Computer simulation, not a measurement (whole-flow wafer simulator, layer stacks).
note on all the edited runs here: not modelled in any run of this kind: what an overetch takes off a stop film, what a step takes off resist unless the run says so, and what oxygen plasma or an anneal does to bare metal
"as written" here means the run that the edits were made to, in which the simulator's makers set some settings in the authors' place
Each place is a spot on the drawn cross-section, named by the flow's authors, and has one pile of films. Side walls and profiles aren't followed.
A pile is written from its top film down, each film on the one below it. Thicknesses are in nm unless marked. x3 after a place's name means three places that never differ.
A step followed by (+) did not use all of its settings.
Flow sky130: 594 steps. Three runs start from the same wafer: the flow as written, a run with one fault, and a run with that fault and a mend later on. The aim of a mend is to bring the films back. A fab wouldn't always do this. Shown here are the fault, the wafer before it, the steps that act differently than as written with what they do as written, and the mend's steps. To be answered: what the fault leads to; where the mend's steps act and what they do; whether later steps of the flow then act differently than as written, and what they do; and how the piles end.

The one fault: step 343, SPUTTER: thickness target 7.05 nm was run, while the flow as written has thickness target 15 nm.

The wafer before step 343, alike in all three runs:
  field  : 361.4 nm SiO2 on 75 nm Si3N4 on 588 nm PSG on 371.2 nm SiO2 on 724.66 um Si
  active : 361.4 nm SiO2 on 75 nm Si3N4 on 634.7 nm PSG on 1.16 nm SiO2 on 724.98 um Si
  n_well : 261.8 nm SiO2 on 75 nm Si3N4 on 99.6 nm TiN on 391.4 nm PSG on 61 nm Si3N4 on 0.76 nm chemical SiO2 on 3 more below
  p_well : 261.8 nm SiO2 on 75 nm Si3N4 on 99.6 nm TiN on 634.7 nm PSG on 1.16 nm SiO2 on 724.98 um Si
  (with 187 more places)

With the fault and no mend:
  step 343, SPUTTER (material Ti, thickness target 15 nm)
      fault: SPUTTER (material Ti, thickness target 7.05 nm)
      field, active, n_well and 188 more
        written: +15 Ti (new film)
        fault: +7.05 Ti (new film)
  Steps later in the flow that act otherwise than as written (13 more steps, not shown, differ only slightly: by at most 2% or 0.5 nm, whichever is larger):
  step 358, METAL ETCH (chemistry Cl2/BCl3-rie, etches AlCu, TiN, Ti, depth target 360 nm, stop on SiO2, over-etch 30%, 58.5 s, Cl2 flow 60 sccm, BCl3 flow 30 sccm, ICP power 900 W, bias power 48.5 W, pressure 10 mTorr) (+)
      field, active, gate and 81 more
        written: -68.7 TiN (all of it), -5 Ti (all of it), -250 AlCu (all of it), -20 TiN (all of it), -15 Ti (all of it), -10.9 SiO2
        fault: -68.7 TiN (all of it), -5 Ti (all of it), -250 AlCu (all of it), -20 TiN (all of it), -7.05 Ti (all of it), -11.7 SiO2
  By the end, the piles at n_well, p_well, gate_hv and 104 more depart from the flow's by more than 2% or 0.5 nm, whichever is larger.
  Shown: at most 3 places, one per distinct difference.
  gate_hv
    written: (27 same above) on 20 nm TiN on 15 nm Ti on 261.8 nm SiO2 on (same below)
    fault: (27 same above) on 20 nm TiN on 7.05 nm Ti on 261.8 nm SiO2 on (same below)
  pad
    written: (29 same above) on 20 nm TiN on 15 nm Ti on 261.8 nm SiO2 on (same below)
    fault: (29 same above) on 20 nm TiN on 7.05 nm Ti on 261.8 nm SiO2 on (same below)
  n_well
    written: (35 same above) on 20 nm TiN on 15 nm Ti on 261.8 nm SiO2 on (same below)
    fault: (35 same above) on 20 nm TiN on 7.05 nm Ti on 261.8 nm SiO2 on (same below)

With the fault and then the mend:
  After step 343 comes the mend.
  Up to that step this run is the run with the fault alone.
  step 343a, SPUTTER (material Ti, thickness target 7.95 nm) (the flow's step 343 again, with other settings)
      field, active, n_well and 188 more
        +7.95 Ti
  Later steps of the flow that are run all act as written at every place that is followed.
  The piles end the same as the flow's at every place that both follow.
